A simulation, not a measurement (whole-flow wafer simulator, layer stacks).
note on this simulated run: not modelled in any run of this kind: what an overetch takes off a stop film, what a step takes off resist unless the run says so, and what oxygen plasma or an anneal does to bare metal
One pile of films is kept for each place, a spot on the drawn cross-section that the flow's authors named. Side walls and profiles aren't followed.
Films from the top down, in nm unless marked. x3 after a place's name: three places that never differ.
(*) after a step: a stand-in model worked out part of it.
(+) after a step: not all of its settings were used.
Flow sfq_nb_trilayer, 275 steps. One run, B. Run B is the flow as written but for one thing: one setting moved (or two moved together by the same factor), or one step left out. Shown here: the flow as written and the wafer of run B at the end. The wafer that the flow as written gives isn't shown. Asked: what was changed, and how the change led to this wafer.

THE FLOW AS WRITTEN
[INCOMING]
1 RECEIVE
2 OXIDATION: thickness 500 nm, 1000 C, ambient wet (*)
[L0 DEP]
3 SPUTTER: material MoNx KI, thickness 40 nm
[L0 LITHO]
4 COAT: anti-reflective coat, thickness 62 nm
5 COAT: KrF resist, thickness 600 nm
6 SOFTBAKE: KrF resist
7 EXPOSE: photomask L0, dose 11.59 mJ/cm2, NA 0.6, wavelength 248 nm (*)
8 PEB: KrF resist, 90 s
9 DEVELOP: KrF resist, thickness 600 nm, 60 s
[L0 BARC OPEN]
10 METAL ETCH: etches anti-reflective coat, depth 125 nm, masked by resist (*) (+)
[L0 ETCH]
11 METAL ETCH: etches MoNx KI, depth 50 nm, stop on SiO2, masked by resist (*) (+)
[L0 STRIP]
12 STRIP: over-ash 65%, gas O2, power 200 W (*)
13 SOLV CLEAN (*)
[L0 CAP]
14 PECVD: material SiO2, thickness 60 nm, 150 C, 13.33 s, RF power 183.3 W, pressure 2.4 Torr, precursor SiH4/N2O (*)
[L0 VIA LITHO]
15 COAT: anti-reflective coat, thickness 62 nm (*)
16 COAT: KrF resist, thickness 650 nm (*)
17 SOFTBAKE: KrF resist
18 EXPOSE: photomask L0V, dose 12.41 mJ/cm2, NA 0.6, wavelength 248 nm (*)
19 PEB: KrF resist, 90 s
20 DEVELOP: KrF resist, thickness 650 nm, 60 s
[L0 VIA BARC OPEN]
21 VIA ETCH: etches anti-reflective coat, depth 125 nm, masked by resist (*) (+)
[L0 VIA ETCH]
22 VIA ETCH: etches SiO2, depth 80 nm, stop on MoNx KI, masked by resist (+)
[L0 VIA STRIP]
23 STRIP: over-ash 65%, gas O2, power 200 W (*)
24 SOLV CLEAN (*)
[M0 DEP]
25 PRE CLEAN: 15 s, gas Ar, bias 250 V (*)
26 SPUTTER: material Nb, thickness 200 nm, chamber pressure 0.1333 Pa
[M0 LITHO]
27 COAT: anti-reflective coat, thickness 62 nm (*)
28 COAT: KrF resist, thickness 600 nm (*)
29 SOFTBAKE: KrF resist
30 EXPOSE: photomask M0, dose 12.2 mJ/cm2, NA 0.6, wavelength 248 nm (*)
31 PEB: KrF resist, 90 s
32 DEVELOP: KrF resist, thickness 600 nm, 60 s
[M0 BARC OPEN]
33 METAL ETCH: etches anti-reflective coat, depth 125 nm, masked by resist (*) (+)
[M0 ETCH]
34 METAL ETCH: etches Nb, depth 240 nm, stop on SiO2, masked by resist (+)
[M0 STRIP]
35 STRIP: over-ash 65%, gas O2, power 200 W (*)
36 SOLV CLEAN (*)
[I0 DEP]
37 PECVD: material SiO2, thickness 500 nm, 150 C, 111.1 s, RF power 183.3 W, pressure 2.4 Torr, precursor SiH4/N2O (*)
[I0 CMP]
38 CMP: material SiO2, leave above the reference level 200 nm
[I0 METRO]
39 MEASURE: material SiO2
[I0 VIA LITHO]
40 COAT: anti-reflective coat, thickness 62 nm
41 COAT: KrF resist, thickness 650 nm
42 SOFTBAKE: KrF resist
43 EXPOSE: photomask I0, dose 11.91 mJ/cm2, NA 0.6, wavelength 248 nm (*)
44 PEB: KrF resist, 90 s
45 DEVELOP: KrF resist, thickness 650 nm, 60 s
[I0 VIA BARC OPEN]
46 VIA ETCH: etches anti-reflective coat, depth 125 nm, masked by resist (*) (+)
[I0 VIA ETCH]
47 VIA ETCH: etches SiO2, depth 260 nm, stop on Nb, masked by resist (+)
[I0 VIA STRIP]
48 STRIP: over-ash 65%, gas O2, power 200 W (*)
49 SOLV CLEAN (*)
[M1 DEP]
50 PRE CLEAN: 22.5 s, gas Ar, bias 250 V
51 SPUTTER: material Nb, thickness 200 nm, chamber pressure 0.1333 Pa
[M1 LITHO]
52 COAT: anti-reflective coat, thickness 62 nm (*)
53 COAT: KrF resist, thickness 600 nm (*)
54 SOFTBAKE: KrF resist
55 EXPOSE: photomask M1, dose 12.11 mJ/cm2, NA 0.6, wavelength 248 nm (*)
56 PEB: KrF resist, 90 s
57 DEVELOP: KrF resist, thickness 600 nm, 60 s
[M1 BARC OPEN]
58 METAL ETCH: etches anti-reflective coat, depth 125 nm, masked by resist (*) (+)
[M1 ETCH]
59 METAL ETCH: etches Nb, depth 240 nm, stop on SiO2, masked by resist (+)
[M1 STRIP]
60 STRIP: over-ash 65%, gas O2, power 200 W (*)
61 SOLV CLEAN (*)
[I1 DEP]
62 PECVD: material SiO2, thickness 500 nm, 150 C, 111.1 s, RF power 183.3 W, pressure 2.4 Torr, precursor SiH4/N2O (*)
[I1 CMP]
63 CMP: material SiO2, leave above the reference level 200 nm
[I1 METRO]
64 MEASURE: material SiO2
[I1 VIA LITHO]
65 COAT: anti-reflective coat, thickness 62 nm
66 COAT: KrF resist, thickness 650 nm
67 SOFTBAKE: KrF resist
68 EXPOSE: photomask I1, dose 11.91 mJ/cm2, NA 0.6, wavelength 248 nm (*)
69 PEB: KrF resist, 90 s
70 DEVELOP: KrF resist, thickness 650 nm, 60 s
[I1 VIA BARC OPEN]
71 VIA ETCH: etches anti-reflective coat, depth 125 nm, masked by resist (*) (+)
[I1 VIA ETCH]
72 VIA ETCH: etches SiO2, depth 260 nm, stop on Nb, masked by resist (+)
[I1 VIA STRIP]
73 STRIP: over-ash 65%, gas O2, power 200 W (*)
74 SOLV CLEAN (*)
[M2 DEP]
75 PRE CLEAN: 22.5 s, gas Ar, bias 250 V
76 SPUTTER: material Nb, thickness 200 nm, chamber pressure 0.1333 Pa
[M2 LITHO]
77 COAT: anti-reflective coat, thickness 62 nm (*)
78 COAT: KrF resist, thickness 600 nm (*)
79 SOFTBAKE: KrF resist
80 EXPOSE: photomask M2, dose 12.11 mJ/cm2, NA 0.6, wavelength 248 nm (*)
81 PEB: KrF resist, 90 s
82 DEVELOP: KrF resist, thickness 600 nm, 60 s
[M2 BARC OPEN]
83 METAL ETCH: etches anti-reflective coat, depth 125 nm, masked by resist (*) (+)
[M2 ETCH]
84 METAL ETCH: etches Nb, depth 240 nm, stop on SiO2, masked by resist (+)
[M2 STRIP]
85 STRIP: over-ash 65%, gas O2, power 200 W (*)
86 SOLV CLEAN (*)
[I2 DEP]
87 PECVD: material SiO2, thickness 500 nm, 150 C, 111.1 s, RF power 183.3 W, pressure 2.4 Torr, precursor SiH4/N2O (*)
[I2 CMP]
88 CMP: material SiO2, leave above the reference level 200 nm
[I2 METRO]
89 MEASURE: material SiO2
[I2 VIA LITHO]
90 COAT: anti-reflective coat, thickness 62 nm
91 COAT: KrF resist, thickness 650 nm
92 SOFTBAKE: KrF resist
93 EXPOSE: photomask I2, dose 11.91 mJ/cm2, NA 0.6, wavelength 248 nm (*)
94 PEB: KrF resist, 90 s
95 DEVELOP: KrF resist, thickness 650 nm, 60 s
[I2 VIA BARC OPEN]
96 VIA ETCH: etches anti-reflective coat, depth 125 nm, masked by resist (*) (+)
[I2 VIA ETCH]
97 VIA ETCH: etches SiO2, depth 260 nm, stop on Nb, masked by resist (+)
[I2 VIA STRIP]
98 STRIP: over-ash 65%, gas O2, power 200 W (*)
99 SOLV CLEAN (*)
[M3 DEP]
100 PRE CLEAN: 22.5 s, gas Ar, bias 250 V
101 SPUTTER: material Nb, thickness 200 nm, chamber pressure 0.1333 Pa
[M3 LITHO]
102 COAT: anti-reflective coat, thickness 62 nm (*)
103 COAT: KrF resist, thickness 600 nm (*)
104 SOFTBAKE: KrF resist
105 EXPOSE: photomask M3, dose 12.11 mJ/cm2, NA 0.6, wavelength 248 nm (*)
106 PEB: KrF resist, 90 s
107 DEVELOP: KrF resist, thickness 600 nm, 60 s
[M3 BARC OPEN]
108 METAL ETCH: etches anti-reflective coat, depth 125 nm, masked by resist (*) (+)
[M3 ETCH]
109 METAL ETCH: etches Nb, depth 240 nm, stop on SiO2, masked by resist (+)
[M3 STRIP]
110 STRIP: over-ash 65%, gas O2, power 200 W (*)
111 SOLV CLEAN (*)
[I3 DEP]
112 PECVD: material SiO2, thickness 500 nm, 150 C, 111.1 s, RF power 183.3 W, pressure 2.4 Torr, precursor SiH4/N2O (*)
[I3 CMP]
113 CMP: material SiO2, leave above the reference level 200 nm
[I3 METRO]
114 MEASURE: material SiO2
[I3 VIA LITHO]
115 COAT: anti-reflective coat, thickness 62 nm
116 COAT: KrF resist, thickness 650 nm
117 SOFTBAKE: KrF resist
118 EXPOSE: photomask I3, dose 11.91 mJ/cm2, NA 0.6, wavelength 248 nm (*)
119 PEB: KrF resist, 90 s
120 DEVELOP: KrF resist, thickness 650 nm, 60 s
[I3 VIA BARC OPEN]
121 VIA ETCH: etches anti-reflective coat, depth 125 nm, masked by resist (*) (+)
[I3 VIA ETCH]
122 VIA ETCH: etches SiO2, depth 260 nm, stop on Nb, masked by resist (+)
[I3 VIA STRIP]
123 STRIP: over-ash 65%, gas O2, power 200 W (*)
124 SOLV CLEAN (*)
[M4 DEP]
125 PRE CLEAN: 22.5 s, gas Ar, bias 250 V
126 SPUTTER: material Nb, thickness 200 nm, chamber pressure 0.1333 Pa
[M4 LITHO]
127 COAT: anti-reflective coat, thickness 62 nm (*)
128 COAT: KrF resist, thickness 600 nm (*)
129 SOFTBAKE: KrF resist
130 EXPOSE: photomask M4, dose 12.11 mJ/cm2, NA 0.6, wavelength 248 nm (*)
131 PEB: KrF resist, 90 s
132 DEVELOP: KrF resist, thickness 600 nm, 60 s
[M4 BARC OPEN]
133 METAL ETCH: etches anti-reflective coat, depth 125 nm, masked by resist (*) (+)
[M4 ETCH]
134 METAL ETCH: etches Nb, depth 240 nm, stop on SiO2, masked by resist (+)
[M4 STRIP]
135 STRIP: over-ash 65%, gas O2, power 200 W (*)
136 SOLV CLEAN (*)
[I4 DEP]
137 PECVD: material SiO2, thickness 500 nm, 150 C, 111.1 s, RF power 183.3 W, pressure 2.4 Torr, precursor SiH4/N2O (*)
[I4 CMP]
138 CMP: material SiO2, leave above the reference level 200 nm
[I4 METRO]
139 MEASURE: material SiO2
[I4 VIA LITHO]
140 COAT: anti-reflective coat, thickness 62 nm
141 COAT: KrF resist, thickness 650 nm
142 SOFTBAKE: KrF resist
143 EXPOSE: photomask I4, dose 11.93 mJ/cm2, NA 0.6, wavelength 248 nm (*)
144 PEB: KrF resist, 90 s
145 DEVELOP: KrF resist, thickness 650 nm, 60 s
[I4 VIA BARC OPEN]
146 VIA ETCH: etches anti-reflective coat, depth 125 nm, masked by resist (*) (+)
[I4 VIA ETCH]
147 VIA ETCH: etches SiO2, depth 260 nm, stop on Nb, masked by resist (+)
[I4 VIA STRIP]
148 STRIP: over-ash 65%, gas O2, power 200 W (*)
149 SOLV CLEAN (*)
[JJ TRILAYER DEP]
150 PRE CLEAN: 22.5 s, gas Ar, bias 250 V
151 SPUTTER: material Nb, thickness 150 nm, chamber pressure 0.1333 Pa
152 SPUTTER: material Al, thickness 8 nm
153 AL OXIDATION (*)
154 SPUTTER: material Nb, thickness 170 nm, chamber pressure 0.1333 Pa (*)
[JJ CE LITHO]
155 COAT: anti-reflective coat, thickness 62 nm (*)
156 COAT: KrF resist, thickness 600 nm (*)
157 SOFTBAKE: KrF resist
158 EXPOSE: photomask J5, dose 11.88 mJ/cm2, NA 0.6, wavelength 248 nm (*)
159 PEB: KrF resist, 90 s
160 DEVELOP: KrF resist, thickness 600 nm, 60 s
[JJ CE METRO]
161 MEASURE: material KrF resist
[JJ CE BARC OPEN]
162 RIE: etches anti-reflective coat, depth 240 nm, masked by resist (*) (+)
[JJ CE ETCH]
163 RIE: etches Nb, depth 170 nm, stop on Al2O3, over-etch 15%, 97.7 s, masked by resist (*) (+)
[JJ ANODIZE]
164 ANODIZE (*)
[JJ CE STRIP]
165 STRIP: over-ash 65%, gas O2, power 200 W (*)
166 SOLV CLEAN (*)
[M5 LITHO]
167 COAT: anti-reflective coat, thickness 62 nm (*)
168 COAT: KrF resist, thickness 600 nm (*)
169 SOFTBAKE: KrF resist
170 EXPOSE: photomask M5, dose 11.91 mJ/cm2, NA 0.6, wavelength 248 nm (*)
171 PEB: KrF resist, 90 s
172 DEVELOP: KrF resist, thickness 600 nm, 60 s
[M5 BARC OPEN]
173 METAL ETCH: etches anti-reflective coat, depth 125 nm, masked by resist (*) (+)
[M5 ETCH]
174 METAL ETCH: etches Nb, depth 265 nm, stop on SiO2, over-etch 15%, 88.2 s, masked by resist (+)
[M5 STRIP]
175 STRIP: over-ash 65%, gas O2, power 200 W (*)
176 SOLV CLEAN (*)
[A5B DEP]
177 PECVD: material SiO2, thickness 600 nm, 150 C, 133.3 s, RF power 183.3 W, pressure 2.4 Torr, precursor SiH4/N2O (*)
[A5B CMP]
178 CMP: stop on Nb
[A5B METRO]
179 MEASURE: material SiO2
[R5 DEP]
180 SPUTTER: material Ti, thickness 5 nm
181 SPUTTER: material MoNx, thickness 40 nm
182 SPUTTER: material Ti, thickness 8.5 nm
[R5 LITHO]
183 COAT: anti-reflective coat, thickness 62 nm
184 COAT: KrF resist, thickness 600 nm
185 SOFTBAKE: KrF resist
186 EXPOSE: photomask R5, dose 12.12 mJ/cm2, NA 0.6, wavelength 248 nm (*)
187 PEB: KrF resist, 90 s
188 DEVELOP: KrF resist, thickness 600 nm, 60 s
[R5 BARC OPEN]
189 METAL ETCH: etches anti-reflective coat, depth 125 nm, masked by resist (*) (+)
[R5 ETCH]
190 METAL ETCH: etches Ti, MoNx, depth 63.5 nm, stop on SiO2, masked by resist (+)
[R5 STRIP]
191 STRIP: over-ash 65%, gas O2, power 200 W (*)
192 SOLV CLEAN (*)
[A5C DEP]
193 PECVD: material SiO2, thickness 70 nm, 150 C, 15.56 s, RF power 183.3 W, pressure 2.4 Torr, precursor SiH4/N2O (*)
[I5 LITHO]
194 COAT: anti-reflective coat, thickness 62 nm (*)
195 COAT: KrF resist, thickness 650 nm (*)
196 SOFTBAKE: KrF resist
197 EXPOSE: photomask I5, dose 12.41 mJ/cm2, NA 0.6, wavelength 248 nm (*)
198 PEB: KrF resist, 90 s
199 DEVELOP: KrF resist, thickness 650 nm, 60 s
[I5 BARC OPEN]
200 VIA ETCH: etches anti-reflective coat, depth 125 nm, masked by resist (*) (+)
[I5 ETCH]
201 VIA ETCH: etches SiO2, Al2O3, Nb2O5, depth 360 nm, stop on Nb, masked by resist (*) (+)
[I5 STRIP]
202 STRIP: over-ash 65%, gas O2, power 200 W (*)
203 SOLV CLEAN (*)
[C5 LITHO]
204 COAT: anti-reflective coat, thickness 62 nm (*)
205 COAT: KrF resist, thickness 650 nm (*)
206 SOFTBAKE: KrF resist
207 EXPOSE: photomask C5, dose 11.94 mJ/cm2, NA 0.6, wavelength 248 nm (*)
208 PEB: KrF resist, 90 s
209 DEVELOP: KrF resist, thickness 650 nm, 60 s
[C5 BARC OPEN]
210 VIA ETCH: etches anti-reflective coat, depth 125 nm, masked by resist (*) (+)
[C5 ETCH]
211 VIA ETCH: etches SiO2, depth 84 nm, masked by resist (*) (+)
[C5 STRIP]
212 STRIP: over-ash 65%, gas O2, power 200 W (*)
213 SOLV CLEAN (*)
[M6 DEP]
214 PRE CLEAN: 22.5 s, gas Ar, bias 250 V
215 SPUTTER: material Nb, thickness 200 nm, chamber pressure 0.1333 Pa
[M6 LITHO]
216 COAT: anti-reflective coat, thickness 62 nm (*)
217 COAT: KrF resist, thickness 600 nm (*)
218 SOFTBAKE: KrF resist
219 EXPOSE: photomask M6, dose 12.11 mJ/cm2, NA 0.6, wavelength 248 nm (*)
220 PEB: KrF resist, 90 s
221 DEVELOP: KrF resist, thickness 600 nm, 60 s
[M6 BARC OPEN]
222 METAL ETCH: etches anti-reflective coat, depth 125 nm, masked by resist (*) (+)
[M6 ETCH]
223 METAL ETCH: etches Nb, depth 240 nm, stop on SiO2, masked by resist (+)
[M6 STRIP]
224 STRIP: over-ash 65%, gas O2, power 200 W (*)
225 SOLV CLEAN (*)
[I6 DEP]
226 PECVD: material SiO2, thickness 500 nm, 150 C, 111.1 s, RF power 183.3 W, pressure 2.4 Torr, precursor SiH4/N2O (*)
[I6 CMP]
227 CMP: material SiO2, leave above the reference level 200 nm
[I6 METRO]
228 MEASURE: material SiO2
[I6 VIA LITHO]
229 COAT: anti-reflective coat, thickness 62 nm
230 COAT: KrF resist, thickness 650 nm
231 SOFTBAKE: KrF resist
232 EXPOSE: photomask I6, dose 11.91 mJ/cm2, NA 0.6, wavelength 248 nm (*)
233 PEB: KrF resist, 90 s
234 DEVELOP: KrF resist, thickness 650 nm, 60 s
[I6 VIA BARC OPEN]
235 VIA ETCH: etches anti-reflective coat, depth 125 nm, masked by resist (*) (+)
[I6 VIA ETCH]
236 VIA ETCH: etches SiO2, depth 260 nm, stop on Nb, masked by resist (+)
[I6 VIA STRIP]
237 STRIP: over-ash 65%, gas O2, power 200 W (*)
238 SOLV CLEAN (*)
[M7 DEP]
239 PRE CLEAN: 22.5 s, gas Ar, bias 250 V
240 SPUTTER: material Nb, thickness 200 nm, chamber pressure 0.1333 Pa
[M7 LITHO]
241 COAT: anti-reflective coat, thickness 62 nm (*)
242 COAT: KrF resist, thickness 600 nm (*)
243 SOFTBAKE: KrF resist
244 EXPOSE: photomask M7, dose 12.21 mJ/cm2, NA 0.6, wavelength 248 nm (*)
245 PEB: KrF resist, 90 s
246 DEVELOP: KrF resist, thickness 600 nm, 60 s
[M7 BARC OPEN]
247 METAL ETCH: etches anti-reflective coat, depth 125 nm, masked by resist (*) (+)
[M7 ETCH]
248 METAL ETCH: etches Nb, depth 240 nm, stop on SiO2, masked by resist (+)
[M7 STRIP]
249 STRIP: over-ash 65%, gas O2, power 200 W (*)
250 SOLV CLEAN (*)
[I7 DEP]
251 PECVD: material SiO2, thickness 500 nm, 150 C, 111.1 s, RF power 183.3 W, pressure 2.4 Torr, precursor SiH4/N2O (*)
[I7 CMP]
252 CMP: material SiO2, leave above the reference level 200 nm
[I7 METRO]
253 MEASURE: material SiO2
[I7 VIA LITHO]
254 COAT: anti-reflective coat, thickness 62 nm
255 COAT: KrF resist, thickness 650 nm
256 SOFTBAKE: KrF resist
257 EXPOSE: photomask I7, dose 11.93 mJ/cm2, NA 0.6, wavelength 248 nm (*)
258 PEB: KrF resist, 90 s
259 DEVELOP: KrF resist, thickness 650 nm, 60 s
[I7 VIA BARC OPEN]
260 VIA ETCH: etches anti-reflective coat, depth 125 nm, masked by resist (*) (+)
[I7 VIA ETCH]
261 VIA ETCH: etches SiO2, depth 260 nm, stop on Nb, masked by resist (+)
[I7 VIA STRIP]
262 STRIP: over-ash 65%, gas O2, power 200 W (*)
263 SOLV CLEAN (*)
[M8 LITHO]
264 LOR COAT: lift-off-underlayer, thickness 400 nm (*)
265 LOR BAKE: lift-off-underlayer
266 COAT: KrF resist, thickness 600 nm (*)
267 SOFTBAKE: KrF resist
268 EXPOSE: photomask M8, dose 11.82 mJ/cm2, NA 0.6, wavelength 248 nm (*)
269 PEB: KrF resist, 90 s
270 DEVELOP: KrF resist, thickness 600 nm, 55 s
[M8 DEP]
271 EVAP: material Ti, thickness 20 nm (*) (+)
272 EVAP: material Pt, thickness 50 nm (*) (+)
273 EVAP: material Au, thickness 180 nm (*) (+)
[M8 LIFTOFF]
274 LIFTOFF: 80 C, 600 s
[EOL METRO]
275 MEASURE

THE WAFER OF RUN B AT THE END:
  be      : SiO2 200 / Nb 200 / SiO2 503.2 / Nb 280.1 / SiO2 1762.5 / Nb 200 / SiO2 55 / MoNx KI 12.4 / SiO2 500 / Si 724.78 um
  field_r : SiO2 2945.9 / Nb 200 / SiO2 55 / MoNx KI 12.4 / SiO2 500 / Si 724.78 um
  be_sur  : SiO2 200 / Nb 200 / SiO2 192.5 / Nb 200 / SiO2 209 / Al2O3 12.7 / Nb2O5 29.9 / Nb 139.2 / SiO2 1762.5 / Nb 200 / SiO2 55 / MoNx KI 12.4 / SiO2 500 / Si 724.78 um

The cause: step 3, SPUTTER: thickness 62.4 nm was run, where the flow has thickness 40 nm.

How the change led to this, step by step:
  3 SPUTTER: material MoNx KI, thickness 40 nm
      field_l, v_sur, via_wl and 103 more: MoNx KI +62.4 (new film) (as written it would be: MoNx KI +40 (new film))
  11 METAL ETCH: etches MoNx KI, depth 50 nm, stop on SiO2, masked by resist (*) (+)
      v_sur, via_wl, via_w and 97 more: MoNx KI -50 (as written it would be: MoNx KI -40 (all of it))
  14 PECVD: material SiO2, thickness 60 nm, 150 C, 13.33 s, RF power 183.3 W, pressure 2.4 Torr, precursor SiH4/N2O (*)
      v_sur, via_wl, via_w and 97 more: SiO2 +60 (new film) (as written it would be: SiO2 +60)
  15 COAT: anti-reflective coat, thickness 62 nm (*)
      field_l: anti-reflective coat +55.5 (new film) (as written it would be: anti-reflective coat +56.7 (new film))
      v_sur: anti-reflective coat +74.9 (new film) (as written it would be: anti-reflective coat +72.2 (new film))
      (and at 2 more places)
  23 STRIP: over-ash 65%, gas O2, power 200 W (*)
      field_l: KrF resist -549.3 (all of it), anti-reflective coat -55.5 (all of it) (as written it would be: KrF resist -551.4 (all of it), anti-reflective coat -56.7 (all of it))
      v_sur: KrF resist -573.1 (all of it), anti-reflective coat -74.9 (all of it) (as written it would be: KrF resist -570.5 (all of it), anti-reflective coat -72.2 (all of it))
      (and at 2 more places)
  27 COAT: anti-reflective coat, thickness 62 nm (*)
      v_sur: anti-reflective coat +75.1 (new film) (as written it would be: anti-reflective coat +72.3 (new film))
      l0_sur: anti-reflective coat +46.5 (new film) (as written it would be: anti-reflective coat +47.5 (new film))
      (and at 1 more place)
  35 STRIP: over-ash 65%, gas O2, power 200 W (*)
      v_sur: KrF resist -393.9 (all of it), anti-reflective coat -75.1 (all of it) (as written it would be: KrF resist -391.6 (all of it), anti-reflective coat -72.3 (all of it))
      l0_sur: KrF resist -369.2 (all of it), anti-reflective coat -46.5 (all of it) (as written it would be: KrF resist -372 (all of it), anti-reflective coat -47.5 (all of it))
      (and at 1 more place)
  38 CMP: material SiO2, leave above the reference level 200 nm
      field_l, l0_sur, l0r_line_l, l0r_line_c, l0r_line_r: SiO2 -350 (as written it would be: SiO2 -340)
      l0v: SiO2 -287.8 (as written it would be: SiO2 -277.8)
Counting metal films that touch as one body, be has 4 bodies (between them, from the top down: SiO2 503.2; SiO2 1762.5; SiO2 55); the flow as written gives 3 bodies (between them, from the top down: SiO2 503.2; SiO2 1762.5).
Counting metal films that touch as one body, field_r has 2 bodies (between them, from the top down: SiO2 55); the flow as written gives 1 body.
Counting metal films that touch as one body, be_sur has 5 bodies (between them, from the top down: SiO2 192.5; SiO2 209 / Al2O3 12.7 / Nb2O5 29.9; SiO2 1762.5; SiO2 55); the flow as written gives 4 bodies (between them, from the top down: SiO2 192.5; SiO2 209 / Al2O3 12.7 / Nb2O5 29.9; SiO2 1762.5).
